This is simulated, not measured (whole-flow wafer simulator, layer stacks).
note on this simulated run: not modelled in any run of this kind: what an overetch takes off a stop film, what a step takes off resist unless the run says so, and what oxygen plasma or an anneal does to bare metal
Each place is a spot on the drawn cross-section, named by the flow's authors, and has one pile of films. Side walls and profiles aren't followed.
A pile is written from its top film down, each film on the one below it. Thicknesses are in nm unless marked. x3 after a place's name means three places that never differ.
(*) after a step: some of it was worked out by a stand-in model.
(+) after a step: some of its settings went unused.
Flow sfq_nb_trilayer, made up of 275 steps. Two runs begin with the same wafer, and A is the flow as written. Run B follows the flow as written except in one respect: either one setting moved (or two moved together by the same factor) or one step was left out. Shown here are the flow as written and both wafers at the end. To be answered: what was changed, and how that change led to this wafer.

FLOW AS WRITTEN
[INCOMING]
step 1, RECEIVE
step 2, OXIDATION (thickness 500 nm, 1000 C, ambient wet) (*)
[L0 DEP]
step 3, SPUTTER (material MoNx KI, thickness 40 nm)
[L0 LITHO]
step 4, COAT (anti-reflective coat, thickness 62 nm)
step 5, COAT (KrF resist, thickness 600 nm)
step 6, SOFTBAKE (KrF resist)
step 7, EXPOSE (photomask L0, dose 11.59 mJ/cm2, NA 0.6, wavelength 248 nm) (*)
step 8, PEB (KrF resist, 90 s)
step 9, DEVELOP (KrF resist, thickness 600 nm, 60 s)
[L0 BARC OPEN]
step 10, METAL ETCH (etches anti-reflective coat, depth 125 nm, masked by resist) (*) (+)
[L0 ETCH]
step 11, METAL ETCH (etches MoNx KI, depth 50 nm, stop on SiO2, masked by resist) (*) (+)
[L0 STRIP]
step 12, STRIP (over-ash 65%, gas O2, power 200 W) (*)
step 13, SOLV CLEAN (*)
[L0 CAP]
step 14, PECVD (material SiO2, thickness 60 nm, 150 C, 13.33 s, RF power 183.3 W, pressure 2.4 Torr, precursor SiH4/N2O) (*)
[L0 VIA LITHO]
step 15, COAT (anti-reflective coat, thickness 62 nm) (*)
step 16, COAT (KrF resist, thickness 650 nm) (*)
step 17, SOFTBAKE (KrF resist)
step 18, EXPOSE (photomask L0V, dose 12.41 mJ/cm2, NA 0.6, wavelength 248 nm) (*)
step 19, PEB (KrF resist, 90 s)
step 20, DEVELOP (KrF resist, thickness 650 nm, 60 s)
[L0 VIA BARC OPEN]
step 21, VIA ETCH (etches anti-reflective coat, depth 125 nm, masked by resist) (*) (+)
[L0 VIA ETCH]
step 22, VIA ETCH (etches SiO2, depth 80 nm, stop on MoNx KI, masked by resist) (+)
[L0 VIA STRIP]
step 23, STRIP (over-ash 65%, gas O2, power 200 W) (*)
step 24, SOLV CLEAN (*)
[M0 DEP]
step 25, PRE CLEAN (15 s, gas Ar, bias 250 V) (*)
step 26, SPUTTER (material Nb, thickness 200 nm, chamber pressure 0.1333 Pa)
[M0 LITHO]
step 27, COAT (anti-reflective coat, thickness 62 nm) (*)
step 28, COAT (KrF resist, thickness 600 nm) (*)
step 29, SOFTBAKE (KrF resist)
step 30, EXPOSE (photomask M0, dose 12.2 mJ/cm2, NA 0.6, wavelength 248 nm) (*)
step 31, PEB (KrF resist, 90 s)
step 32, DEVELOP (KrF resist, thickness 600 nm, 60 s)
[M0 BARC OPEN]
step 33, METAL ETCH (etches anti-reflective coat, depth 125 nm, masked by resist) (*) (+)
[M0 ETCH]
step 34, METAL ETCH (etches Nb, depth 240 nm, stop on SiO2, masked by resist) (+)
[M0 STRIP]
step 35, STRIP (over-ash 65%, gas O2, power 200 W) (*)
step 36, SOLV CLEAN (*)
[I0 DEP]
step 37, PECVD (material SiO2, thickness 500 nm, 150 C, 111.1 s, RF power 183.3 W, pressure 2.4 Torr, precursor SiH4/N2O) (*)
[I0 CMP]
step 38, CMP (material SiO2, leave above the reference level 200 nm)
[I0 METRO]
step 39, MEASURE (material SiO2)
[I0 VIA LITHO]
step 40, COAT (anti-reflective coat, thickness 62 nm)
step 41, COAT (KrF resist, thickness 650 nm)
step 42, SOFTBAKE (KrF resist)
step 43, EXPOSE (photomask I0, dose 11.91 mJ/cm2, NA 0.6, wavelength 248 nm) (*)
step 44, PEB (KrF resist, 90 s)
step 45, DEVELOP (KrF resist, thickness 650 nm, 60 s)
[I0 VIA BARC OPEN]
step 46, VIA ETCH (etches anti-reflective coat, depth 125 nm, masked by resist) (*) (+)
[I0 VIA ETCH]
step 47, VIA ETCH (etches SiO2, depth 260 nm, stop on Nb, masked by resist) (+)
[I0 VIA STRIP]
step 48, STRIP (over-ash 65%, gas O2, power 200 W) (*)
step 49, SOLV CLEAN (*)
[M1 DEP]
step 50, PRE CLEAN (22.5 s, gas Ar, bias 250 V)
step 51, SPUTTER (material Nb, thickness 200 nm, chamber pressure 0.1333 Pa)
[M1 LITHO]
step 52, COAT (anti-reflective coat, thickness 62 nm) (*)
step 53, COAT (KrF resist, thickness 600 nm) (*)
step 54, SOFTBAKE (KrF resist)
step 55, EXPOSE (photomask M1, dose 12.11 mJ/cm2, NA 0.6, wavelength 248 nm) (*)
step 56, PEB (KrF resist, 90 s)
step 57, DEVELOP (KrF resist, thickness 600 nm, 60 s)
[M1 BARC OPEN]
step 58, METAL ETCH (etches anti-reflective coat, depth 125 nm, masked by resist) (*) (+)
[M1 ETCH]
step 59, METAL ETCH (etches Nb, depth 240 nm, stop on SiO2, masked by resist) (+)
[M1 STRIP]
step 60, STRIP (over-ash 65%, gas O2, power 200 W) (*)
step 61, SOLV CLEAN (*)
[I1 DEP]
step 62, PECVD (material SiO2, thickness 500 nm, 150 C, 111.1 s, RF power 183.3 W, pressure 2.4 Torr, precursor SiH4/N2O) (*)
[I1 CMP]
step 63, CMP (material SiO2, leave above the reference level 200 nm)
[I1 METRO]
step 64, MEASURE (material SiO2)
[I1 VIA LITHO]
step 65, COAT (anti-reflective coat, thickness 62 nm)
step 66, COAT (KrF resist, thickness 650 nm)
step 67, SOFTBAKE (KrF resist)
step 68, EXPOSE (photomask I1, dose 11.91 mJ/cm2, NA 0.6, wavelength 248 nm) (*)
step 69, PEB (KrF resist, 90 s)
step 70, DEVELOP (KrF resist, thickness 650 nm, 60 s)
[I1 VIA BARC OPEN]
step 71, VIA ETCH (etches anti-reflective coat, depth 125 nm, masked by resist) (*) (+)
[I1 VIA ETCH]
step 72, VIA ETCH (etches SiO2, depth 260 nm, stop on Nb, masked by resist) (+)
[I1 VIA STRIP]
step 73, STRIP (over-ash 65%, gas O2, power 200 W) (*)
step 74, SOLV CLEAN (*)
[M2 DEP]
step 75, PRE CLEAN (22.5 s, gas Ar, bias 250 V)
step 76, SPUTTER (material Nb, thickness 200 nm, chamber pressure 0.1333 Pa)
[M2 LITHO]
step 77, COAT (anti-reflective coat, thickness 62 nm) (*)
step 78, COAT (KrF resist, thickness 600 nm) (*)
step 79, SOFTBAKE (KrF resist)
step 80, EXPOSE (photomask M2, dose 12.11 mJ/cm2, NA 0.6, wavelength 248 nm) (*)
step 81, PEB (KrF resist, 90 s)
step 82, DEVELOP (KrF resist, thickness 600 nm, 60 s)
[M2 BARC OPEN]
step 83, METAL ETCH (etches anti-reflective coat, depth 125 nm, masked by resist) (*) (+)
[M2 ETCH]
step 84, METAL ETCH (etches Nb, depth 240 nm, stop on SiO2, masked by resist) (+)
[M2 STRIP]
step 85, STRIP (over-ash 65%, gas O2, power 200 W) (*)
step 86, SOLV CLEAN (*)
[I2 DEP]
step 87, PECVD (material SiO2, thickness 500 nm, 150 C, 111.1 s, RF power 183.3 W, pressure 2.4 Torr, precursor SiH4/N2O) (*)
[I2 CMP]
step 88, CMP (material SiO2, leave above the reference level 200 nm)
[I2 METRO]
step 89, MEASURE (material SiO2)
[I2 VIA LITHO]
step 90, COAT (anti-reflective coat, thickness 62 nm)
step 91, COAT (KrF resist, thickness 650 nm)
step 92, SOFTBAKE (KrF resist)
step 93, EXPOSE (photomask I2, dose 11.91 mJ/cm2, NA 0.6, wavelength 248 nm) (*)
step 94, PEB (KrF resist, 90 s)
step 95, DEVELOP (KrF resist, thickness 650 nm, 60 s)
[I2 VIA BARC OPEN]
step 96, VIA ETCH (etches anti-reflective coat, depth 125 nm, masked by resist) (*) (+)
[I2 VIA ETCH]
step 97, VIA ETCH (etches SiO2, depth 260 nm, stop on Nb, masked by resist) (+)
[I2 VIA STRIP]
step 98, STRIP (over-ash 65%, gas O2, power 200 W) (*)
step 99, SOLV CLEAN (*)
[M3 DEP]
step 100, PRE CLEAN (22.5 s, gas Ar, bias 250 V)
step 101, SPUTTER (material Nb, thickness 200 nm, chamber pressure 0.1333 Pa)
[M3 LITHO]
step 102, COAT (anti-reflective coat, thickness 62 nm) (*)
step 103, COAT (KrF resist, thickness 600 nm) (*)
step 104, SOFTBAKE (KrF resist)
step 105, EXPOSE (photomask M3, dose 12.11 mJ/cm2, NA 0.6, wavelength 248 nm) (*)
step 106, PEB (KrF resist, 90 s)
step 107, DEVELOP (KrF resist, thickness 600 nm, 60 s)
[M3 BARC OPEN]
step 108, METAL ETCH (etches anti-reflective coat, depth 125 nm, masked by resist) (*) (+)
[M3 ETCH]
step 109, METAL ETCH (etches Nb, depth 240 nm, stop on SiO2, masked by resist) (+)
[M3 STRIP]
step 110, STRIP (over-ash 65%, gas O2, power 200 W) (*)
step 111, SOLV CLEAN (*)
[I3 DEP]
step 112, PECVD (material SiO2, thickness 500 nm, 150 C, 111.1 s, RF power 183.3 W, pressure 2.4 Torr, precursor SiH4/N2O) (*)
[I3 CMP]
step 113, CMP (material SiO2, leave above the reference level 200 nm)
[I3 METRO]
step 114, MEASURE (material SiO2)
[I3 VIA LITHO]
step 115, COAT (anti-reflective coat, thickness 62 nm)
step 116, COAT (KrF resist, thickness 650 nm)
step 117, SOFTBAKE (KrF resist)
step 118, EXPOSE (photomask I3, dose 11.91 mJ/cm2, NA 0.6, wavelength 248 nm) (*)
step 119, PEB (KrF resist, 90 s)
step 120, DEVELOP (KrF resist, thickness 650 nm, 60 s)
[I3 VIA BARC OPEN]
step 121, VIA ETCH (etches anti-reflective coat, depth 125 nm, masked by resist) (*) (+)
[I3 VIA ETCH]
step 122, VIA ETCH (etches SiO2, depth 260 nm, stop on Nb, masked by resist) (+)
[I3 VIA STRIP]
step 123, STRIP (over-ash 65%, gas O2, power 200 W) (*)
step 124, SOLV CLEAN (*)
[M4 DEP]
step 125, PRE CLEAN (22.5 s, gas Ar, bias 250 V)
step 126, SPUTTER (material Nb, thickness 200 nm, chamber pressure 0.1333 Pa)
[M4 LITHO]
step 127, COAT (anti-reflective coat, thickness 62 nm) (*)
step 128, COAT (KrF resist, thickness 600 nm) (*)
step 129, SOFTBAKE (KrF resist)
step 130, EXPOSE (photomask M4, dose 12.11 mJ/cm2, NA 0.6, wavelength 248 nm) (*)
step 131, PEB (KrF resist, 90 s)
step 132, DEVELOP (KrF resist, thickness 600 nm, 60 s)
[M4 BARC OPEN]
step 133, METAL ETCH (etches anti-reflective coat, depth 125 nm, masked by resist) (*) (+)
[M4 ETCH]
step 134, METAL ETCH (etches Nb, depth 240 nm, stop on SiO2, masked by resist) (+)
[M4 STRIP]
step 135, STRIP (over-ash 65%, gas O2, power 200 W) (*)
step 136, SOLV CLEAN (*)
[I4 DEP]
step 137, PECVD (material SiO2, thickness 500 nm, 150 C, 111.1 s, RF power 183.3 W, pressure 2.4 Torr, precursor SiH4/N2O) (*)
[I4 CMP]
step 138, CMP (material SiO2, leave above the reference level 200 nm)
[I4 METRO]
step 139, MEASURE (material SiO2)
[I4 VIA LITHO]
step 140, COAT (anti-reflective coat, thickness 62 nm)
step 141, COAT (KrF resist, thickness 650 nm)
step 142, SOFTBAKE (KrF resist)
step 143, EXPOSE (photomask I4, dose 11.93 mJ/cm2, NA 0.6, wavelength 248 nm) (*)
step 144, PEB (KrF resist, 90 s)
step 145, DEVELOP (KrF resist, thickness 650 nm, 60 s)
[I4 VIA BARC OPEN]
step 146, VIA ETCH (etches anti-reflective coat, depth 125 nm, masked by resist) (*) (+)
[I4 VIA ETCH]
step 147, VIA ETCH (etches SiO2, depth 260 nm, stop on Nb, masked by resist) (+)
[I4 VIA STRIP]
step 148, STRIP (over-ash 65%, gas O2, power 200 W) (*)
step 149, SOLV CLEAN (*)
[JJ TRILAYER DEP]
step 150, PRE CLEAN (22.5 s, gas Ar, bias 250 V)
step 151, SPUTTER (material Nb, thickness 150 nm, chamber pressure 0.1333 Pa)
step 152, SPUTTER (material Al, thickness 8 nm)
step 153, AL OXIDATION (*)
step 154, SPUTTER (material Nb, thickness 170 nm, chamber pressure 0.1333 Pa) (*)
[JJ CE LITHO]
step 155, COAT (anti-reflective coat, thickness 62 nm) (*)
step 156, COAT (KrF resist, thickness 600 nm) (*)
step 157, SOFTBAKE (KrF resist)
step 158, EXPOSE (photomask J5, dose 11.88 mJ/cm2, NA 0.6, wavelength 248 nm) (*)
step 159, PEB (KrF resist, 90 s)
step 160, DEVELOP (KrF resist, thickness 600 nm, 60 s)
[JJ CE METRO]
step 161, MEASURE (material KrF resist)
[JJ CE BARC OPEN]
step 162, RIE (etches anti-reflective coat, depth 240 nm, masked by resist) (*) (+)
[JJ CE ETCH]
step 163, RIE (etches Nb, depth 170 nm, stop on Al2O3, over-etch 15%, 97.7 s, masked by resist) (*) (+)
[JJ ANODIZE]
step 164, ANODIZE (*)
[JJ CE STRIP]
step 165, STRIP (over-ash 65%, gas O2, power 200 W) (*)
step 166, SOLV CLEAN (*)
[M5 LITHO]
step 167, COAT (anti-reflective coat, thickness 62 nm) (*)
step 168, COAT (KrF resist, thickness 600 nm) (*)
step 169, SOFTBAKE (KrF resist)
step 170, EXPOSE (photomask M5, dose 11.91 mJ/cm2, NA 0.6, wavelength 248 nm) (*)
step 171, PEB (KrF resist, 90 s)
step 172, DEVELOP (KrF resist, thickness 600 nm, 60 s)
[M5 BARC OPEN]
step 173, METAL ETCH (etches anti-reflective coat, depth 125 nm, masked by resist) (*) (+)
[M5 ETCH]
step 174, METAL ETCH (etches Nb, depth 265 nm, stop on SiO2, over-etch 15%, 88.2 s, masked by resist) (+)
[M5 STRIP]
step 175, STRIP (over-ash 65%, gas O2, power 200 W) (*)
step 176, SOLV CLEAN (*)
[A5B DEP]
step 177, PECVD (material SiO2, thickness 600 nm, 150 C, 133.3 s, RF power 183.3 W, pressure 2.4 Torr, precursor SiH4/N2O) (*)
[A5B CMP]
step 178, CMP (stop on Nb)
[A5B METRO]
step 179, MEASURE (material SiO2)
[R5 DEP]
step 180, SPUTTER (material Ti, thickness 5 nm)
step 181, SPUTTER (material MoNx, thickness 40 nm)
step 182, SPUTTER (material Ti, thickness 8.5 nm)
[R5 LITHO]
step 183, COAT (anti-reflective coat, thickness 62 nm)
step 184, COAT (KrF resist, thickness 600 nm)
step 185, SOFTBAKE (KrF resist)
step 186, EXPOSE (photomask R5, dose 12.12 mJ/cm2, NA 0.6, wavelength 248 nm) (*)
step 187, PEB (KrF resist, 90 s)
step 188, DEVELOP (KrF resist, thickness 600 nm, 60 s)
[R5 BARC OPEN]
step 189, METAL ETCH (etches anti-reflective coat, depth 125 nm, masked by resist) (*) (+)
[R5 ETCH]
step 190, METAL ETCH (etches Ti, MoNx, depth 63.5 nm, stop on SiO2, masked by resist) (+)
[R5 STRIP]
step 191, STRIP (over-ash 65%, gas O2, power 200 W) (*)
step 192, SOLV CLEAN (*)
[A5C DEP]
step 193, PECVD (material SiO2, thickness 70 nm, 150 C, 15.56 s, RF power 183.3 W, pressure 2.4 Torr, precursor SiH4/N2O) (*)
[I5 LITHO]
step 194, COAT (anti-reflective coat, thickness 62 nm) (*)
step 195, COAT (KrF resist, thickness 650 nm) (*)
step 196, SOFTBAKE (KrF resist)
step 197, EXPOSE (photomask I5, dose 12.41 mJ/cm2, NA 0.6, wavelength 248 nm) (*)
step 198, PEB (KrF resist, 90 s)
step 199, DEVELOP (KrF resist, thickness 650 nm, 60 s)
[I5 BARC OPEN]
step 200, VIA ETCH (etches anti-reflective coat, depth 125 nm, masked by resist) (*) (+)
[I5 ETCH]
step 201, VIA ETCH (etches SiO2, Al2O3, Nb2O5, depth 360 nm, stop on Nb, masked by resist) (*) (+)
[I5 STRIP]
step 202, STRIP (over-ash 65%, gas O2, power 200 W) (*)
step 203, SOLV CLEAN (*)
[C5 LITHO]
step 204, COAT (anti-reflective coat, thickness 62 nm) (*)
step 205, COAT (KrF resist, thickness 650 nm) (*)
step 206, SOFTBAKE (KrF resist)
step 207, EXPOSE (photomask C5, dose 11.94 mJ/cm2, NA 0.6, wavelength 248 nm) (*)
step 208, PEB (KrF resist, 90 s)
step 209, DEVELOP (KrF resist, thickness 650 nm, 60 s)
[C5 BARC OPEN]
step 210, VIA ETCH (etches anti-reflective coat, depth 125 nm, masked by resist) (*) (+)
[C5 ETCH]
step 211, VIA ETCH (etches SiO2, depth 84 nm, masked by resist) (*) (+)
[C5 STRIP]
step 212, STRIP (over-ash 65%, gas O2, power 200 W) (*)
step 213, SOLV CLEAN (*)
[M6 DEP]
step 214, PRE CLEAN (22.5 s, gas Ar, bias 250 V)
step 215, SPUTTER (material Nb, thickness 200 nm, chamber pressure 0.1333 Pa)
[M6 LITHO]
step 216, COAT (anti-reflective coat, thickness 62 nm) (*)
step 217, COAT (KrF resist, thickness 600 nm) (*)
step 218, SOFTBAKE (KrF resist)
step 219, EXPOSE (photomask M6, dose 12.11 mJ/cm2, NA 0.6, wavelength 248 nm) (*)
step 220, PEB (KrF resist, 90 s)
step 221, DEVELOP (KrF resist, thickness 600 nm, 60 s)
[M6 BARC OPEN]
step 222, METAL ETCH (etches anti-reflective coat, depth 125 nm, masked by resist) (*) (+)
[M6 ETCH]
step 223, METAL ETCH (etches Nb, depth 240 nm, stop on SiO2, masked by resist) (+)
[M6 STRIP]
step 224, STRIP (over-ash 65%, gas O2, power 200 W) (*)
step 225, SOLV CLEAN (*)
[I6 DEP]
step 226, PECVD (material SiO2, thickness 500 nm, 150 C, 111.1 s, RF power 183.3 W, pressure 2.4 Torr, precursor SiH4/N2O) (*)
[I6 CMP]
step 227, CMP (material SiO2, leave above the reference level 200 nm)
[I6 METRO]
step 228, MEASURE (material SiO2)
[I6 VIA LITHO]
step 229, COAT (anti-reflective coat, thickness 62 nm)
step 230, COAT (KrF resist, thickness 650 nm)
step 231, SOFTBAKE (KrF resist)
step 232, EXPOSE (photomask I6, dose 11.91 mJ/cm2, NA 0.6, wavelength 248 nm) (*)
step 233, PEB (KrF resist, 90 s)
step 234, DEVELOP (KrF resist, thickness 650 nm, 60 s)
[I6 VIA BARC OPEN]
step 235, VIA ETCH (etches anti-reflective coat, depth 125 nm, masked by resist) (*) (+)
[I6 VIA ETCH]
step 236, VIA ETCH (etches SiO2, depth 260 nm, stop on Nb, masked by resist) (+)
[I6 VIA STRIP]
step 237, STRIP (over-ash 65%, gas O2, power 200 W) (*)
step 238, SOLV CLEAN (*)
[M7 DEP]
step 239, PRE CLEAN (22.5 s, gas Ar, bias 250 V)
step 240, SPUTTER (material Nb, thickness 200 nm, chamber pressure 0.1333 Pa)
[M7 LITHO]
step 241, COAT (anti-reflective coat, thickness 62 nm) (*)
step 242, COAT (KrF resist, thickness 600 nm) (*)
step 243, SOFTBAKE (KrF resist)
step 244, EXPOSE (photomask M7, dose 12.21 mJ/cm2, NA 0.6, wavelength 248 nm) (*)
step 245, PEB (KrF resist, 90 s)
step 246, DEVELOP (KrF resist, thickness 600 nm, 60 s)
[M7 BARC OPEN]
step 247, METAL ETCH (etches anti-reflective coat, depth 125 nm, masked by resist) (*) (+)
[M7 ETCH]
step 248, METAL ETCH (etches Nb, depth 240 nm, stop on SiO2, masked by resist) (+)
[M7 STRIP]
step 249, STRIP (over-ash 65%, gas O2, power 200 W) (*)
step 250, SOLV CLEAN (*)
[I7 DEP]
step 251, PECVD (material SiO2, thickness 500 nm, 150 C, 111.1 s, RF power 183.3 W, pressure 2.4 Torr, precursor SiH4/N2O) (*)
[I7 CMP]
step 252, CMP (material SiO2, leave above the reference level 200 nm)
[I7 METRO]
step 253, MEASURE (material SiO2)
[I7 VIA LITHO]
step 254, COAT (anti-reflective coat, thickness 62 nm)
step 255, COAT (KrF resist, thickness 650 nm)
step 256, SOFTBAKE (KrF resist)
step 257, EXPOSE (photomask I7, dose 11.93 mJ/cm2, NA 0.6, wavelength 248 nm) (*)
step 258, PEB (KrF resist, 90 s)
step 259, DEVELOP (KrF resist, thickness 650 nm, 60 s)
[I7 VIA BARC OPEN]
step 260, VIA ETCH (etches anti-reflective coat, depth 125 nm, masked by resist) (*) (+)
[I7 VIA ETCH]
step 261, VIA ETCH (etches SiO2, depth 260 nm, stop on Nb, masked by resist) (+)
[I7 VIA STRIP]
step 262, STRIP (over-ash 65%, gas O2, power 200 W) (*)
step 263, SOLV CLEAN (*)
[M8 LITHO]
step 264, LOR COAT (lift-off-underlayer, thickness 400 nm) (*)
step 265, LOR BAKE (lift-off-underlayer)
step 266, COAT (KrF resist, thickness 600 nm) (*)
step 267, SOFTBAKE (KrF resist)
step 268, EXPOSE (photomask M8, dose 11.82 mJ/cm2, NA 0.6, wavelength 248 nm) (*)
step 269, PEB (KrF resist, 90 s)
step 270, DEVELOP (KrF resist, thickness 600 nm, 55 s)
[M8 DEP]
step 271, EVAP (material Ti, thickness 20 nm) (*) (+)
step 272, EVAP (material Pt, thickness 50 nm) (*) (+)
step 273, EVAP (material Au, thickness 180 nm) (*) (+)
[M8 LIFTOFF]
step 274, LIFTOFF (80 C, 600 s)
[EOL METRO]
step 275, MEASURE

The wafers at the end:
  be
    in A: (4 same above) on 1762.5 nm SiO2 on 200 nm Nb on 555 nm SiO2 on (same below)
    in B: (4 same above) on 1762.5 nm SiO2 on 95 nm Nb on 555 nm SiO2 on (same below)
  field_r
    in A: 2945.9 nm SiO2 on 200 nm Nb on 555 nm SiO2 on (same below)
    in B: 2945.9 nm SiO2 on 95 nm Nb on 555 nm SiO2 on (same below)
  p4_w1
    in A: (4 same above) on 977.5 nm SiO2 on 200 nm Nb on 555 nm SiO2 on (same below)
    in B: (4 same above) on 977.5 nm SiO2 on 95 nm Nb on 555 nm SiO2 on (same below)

What caused this: step 26, SPUTTER: thickness 95 nm was run, whereas the flow has thickness 200 nm.
One can read it off the wafer: be has Nb 95, and step 26 as written asks for 200 nm.

Step by step, how the change led to this:
  step 26, SPUTTER (material Nb, thickness 200 nm, chamber pressure 0.1333 Pa)
      field_l, via_wl, via_w and 100 more: A +200 Nb (new film) | B +95 Nb (new film)
      v_sur: A +200 Nb (new film) | B +91.7 Nb (new film)
      (also at 2 further places)
  step 27, COAT (anti-reflective coat, thickness 62 nm) (*)
      v_sur: A +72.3 anti-reflective coat (new film) | B +74 anti-reflective coat (new film)
  step 34, METAL ETCH (etches Nb, depth 240 nm, stop on SiO2, masked by resist) (+)
      field_l, v_sur, via_wl and 100 more: A -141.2 KrF resist | B -83.8 KrF resist
      moat, m0r_space_l, m0r_space_r: A -200 Nb (all of it) | B -95 Nb (all of it)
  step 35, STRIP (over-ash 65%, gas O2, power 200 W) (*)
      p4_fl, p4_fm, p4_w1 and 68 more: A -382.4 KrF resist (all of it), -62 anti-reflective coat (all of it) | B -439.7 KrF resist (all of it), -62 anti-reflective coat (all of it)
      c5j, ce_r, sp_r, be_r, r_sur, res: A -389 KrF resist (all of it), -63.6 anti-reflective coat (all of it) | B -446.3 KrF resist (all of it), -63.6 anti-reflective coat (all of it)
      (also at 26 further places)
  step 37, PECVD (material SiO2, thickness 500 nm, 150 C, 111.1 s, RF power 183.3 W, pressure 2.4 Torr, precursor SiH4/N2O) (*)
      moat, m0r_space_l, m0r_space_r: A +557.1 SiO2 | B +500 SiO2
  step 38, CMP (material SiO2, leave above the reference level 200 nm)
      moat, m0r_space_l, m0r_space_r: A -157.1 SiO2 | B -205 SiO2
